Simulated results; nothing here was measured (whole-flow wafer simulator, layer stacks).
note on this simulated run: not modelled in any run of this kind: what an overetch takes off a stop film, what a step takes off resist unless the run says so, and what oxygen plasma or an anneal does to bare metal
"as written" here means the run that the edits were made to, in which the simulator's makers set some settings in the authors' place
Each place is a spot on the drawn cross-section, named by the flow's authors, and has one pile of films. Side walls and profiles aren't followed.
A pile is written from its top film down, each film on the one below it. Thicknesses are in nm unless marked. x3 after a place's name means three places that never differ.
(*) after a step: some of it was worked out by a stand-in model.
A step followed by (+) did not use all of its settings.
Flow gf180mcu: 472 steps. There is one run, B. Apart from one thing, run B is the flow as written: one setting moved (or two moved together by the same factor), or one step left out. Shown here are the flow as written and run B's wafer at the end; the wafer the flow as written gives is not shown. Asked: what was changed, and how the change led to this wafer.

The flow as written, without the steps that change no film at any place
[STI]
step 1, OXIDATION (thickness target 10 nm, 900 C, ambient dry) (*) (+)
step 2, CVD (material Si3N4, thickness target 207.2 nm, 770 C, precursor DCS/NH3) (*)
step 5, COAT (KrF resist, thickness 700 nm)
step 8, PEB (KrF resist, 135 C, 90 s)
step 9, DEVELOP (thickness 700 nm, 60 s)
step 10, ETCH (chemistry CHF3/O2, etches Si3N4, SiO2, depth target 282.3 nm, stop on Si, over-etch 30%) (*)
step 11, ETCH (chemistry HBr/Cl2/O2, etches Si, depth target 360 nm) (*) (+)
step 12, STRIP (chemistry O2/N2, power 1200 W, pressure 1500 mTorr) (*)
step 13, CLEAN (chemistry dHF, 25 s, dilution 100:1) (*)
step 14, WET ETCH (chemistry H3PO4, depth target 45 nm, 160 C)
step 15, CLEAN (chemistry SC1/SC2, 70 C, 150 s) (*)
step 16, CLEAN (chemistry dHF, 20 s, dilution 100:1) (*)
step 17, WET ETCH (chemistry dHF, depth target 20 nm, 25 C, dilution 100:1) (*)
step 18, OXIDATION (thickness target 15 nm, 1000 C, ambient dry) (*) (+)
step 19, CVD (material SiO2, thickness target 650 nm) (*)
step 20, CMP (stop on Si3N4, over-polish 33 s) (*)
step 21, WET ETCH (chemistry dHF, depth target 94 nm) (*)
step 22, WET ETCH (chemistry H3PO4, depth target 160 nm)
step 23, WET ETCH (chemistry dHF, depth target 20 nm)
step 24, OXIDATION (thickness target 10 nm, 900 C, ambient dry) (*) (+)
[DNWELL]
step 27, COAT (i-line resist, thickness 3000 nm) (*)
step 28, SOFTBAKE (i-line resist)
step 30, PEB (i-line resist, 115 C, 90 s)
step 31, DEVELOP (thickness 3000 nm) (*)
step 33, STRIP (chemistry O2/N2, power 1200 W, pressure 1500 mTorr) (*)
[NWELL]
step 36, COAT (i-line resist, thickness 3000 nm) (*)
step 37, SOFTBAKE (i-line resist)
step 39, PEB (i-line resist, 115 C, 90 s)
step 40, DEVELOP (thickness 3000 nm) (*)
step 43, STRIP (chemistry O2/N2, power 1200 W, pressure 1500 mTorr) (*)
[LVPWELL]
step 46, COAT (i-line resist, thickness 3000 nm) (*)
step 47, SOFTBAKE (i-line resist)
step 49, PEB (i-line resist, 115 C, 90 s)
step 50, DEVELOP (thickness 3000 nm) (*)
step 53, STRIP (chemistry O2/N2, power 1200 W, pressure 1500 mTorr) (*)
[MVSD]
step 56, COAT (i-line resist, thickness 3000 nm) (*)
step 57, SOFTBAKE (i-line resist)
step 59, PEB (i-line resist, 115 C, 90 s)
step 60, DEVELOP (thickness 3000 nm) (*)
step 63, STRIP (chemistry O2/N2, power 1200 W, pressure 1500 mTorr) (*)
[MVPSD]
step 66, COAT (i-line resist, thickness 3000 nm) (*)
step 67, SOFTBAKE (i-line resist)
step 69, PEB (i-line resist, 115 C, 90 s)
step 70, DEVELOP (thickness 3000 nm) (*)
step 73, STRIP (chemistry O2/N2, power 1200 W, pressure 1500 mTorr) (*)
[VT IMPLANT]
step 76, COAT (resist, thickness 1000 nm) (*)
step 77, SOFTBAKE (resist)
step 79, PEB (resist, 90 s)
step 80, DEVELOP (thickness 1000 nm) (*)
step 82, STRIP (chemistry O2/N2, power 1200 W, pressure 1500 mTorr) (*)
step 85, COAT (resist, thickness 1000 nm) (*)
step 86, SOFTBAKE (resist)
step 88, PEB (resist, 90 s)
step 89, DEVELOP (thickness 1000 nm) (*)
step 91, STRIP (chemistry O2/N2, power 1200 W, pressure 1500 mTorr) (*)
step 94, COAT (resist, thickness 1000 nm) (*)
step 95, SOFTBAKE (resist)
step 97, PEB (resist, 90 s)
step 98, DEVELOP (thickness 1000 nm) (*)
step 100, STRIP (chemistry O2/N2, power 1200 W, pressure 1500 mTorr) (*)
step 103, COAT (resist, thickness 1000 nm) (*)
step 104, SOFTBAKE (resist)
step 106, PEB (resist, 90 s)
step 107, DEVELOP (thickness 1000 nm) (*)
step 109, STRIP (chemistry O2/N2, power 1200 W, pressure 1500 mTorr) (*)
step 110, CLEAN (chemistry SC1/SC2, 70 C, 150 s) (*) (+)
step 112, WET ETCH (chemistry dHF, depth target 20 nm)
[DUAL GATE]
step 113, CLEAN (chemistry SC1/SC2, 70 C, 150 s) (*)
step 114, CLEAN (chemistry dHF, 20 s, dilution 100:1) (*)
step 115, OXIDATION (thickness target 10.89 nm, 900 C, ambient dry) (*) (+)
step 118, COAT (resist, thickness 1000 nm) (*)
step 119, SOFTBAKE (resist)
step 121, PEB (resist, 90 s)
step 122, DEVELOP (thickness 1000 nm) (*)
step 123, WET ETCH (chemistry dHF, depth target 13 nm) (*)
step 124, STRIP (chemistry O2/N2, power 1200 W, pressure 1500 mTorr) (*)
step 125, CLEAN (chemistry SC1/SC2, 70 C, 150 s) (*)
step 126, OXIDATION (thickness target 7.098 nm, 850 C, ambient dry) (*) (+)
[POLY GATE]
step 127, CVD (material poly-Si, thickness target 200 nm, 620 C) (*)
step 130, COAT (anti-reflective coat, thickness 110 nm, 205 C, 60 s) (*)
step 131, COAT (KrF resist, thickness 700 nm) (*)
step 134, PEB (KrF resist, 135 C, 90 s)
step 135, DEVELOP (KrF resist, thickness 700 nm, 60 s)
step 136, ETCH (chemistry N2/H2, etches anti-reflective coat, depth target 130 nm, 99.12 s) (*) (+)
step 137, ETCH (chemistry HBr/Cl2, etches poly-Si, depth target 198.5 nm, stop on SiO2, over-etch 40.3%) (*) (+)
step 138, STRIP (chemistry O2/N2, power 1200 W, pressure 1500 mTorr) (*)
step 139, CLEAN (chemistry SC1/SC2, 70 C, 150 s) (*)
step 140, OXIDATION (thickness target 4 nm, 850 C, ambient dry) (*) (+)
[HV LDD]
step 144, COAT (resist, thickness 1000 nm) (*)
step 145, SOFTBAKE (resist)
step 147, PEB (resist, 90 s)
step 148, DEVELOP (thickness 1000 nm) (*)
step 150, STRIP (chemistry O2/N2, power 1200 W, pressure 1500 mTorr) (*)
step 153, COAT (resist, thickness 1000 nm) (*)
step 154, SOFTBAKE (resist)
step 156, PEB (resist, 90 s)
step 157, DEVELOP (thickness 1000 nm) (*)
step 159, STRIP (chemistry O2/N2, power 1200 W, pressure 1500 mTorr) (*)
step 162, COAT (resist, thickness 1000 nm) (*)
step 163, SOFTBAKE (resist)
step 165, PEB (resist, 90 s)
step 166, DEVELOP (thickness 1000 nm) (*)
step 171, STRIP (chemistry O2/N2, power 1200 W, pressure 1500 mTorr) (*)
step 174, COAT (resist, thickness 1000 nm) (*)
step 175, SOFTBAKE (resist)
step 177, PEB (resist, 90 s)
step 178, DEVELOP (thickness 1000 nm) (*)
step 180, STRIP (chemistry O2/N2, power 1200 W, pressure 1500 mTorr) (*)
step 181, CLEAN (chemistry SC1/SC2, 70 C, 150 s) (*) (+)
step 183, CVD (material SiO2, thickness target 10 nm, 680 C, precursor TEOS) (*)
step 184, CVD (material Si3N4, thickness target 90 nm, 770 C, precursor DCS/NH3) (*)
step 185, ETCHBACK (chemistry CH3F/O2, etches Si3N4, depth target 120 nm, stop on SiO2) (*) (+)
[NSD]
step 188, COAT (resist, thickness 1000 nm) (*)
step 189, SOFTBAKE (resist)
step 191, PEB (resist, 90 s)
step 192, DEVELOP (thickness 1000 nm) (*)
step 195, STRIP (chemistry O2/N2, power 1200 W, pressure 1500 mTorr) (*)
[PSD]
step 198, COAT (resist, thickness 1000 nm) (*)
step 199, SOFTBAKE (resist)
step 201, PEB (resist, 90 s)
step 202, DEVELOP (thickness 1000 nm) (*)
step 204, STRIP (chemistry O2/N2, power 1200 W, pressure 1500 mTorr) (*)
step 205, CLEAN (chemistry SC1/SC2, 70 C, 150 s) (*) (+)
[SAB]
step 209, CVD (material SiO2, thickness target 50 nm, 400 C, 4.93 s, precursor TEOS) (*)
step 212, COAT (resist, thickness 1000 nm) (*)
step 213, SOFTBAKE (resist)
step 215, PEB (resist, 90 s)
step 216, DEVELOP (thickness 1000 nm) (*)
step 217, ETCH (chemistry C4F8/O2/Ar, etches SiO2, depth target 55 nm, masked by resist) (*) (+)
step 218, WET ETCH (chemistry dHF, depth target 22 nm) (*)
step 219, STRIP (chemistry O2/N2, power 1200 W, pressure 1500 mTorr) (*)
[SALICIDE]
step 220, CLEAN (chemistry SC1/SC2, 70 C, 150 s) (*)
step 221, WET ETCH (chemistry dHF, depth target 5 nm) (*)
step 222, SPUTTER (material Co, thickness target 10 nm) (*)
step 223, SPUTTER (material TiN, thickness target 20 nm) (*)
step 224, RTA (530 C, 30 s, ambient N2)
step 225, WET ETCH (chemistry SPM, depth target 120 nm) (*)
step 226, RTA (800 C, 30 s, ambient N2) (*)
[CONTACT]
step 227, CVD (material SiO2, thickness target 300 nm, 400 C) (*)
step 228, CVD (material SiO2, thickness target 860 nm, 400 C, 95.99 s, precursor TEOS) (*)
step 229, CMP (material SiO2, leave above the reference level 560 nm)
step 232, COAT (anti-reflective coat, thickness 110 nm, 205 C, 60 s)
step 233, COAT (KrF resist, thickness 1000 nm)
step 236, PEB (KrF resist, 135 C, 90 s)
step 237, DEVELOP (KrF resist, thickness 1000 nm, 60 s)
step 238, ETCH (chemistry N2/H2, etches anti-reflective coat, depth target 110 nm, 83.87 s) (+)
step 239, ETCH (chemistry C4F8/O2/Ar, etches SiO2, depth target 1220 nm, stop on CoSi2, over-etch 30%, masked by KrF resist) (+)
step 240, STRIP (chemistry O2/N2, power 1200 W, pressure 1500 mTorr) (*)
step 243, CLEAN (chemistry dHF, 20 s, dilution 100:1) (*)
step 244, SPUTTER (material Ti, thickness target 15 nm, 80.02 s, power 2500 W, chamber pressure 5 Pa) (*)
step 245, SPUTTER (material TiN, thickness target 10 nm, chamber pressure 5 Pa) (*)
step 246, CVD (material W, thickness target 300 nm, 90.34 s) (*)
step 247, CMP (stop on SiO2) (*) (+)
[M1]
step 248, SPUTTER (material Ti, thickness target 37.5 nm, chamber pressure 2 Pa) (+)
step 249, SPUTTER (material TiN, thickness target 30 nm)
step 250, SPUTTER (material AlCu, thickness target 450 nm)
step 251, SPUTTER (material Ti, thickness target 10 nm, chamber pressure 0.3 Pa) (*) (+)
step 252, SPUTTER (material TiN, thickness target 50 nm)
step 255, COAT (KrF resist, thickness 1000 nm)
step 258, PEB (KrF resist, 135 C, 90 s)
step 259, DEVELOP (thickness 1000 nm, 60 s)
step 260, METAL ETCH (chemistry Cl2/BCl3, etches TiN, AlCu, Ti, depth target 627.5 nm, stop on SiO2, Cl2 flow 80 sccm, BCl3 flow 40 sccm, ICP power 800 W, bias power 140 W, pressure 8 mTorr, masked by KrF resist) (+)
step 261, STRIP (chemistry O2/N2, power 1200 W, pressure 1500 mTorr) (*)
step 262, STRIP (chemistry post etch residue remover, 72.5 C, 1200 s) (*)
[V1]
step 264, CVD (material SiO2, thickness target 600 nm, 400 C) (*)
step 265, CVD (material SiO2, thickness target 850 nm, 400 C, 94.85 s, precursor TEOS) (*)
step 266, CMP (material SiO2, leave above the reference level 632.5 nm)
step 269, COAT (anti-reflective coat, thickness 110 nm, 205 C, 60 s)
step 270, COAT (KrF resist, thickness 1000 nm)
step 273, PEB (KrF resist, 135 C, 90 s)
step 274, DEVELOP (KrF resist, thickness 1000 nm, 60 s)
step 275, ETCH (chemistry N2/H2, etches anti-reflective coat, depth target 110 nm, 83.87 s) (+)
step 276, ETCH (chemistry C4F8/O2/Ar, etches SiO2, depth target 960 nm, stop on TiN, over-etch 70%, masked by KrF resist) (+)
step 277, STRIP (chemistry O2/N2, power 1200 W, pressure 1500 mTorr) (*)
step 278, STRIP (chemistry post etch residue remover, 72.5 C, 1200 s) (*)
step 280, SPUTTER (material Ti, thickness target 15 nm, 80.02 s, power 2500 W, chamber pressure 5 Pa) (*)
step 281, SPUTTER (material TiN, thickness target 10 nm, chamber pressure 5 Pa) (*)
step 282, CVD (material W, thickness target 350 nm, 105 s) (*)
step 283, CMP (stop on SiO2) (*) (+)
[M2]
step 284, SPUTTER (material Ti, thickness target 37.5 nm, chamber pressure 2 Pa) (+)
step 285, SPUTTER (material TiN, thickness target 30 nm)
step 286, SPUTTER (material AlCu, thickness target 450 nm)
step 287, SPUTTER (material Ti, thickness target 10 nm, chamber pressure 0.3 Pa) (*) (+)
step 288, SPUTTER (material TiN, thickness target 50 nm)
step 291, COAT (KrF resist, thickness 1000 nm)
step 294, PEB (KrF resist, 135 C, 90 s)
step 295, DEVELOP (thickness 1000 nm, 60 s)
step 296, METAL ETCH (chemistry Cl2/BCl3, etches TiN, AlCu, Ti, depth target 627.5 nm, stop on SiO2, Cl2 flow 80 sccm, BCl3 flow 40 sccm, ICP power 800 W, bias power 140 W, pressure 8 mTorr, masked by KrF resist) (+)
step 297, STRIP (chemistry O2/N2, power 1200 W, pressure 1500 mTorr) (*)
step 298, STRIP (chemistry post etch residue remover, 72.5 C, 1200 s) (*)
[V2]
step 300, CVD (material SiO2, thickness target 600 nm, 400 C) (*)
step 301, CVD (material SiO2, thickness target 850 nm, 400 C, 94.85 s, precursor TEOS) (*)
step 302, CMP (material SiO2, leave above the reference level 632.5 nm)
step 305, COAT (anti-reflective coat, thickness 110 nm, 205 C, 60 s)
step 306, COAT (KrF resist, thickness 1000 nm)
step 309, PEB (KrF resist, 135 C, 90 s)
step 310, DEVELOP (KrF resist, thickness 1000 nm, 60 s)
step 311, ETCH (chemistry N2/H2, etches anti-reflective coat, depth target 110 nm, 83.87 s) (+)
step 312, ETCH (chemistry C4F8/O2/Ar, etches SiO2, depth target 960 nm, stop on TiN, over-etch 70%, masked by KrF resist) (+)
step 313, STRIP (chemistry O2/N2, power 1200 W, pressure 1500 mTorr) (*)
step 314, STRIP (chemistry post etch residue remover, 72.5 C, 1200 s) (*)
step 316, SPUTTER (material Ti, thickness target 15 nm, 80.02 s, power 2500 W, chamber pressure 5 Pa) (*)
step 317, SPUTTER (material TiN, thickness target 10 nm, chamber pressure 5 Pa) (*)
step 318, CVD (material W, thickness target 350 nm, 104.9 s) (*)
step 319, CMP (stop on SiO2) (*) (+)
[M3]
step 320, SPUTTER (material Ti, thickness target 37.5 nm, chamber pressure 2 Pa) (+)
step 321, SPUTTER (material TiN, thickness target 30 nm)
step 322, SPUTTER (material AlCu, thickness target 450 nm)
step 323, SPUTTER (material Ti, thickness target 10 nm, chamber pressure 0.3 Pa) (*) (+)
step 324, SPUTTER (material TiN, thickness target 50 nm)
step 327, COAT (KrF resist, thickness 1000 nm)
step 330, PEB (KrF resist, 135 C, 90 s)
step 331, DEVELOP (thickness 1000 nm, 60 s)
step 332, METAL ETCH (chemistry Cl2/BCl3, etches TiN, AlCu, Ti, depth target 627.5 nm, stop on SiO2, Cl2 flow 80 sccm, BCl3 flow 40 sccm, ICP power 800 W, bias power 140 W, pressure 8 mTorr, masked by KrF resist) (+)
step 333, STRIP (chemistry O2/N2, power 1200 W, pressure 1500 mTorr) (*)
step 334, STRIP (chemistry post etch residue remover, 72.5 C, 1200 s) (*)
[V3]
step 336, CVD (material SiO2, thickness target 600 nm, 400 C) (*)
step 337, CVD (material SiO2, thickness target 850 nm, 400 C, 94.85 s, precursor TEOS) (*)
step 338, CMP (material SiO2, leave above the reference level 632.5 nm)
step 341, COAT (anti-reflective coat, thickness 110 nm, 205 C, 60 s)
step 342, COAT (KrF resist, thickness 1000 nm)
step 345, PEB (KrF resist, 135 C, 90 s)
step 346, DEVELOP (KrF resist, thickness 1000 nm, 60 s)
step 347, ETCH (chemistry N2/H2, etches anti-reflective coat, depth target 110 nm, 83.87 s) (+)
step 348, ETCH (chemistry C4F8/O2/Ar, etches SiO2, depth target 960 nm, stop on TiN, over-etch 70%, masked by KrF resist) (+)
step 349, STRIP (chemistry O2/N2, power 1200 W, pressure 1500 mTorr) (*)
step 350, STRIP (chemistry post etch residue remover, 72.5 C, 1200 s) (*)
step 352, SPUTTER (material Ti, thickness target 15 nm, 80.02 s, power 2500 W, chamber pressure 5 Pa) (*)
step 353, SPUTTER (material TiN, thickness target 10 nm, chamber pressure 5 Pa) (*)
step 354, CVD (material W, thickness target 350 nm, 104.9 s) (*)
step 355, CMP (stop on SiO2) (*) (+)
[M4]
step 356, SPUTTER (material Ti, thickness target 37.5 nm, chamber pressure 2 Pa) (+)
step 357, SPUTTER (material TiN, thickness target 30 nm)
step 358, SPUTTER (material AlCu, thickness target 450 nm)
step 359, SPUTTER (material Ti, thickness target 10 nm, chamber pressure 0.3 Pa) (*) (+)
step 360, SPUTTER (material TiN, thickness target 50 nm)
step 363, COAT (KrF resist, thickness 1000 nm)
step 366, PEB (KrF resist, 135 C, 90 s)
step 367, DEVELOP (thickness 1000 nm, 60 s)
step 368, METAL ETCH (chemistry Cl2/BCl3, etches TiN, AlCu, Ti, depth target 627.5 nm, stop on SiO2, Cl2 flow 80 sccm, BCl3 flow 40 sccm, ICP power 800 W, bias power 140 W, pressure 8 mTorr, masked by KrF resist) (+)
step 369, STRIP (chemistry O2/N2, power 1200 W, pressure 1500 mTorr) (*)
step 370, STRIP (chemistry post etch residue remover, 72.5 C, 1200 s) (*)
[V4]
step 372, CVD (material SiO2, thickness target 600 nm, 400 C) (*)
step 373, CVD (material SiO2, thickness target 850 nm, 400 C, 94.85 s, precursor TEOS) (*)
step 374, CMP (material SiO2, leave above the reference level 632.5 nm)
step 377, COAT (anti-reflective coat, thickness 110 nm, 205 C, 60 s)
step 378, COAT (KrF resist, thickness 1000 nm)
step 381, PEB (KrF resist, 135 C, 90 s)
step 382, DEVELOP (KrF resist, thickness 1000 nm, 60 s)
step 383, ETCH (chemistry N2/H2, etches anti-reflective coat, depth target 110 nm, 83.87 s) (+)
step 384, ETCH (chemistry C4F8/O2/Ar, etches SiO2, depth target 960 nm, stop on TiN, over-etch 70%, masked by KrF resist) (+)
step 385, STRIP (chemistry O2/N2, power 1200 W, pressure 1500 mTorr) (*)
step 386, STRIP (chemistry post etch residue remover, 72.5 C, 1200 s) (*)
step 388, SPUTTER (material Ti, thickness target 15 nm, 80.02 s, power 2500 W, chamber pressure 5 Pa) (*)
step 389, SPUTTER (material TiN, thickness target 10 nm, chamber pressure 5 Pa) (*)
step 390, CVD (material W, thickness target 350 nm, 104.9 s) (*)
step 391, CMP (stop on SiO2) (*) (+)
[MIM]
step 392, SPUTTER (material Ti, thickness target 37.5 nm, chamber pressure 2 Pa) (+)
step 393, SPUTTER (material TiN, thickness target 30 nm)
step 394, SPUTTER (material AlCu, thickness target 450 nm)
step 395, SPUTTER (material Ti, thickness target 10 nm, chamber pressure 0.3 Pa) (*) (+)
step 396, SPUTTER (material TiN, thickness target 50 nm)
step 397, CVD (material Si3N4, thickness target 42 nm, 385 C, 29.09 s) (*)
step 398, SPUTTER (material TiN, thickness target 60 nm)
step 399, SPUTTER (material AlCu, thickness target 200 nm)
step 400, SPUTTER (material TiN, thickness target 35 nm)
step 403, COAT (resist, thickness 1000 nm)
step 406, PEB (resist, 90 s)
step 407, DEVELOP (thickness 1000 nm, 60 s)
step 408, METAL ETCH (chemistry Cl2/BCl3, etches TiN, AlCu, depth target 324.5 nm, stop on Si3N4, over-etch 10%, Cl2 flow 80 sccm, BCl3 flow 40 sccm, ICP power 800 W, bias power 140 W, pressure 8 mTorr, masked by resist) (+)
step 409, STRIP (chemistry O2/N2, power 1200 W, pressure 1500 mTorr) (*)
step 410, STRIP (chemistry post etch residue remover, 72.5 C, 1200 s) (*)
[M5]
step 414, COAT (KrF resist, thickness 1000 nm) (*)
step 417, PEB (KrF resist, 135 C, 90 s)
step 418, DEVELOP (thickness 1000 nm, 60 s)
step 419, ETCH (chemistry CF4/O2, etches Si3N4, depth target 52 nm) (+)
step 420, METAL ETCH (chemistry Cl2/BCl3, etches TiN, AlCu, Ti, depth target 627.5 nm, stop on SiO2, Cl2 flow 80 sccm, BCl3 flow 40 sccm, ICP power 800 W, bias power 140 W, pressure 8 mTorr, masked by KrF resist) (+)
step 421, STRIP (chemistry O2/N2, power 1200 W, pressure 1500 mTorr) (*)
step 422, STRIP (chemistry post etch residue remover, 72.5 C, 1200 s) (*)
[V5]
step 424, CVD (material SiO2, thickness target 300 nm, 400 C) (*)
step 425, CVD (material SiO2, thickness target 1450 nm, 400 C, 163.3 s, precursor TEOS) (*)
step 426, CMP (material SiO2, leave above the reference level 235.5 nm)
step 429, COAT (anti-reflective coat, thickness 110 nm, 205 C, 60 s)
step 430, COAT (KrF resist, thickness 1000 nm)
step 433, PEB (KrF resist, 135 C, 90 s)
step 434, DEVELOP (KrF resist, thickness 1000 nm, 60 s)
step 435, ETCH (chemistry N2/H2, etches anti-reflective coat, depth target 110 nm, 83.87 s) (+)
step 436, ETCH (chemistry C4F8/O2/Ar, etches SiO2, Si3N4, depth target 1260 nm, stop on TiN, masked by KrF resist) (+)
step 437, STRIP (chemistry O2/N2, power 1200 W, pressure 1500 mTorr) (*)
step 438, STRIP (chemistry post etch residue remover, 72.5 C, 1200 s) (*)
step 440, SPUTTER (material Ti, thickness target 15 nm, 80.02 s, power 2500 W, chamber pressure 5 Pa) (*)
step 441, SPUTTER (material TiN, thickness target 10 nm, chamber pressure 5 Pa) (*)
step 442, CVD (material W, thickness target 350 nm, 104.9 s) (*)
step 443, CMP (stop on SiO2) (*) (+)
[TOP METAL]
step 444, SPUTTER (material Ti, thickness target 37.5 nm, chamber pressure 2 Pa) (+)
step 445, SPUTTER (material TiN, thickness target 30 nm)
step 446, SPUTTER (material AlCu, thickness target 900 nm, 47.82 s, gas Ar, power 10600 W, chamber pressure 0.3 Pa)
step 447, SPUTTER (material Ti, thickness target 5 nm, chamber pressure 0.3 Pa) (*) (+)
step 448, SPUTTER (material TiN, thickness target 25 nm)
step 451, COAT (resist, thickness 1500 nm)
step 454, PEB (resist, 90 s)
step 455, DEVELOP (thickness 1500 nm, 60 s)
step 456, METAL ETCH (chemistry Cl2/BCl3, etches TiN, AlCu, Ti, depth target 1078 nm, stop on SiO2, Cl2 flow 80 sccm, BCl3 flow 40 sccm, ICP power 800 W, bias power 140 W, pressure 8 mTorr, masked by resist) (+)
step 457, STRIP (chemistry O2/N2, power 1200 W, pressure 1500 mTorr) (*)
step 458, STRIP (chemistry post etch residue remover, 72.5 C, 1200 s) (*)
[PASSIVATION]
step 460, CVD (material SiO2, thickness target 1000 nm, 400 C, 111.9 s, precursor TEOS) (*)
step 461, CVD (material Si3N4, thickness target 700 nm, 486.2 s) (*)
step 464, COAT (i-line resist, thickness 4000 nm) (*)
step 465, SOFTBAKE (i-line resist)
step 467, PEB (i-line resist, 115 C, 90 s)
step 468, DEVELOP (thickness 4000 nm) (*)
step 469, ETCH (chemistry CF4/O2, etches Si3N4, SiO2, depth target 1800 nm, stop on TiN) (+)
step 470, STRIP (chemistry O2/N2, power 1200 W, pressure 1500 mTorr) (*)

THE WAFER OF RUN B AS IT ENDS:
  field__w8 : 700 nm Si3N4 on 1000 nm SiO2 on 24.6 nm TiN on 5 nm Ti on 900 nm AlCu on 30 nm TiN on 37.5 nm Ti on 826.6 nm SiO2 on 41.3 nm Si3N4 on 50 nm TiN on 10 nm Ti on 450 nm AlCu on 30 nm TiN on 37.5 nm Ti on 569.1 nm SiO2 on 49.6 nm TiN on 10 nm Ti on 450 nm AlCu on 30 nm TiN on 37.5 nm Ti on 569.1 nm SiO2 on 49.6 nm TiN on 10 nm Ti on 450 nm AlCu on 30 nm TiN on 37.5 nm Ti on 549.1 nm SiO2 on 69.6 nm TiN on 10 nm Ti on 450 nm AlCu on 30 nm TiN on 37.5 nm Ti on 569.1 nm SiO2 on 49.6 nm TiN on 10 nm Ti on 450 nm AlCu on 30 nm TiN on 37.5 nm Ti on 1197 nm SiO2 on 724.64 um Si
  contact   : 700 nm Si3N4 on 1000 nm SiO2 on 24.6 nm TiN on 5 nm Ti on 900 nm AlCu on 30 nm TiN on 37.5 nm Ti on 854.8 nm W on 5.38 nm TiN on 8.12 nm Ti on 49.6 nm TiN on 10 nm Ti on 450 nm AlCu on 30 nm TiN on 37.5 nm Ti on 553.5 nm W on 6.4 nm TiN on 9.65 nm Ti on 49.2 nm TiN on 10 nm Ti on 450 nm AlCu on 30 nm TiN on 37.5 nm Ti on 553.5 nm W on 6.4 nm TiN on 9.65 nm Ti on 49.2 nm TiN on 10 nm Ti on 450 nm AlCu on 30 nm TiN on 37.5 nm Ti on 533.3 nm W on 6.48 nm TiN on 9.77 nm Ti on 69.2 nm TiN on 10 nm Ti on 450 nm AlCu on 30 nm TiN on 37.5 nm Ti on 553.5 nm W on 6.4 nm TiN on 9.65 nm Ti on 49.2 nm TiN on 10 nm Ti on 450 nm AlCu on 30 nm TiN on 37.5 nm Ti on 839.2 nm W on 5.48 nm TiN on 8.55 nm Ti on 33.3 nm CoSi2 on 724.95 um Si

Cause: step 288, SPUTTER: thickness target 70 nm was run, whereas the flow has thickness target 50 nm.

How this came from the change, step by step:
  step 288, SPUTTER (material TiN, thickness target 50 nm)
      field, field__w1, field__w2 and 108 more: +70 TiN (new film) (in the flow as written it would be: +50 TiN (new film))
  step 296, METAL ETCH (chemistry Cl2/BCl3, etches TiN, AlCu, Ti, depth target 627.5 nm, stop on SiO2, Cl2 flow 80 sccm, BCl3 flow 40 sccm, ICP power 800 W, bias power 140 W, pressure 8 mTorr, masked by KrF resist) (+)
      field, field__w1, field__w2 and 103 more: -70 TiN (all of it), -10 Ti (all of it), -450 AlCu (all of it), -30 TiN (all of it), -37.5 Ti (all of it) (in the flow as written it would be: -50 TiN (all of it), -10 Ti (all of it), -450 AlCu (all of it), -30 TiN (all of it), -37.5 Ti (all of it))
  step 302, CMP (material SiO2, leave above the reference level 632.5 nm)
      field__w8, contact, m1, m1__w1, m1_nw: -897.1 SiO2 (in the flow as written it would be: -877.1 SiO2)
  step 312, ETCH (chemistry C4F8/O2/Ar, etches SiO2, depth target 960 nm, stop on TiN, over-etch 70%, masked by KrF resist) (+)
      field, field__w1, field__w2 and 107 more: -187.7 KrF resist (in the flow as written it would be: -192 KrF resist)
      contact: -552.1 SiO2 (all of it) (in the flow as written it would be: -572.1 SiO2 (all of it))
  step 318, CVD (material W, thickness target 350 nm, 104.9 s) (*)
      contact: +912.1 W (new film) (in the flow as written it would be: +932.3 W (new film))
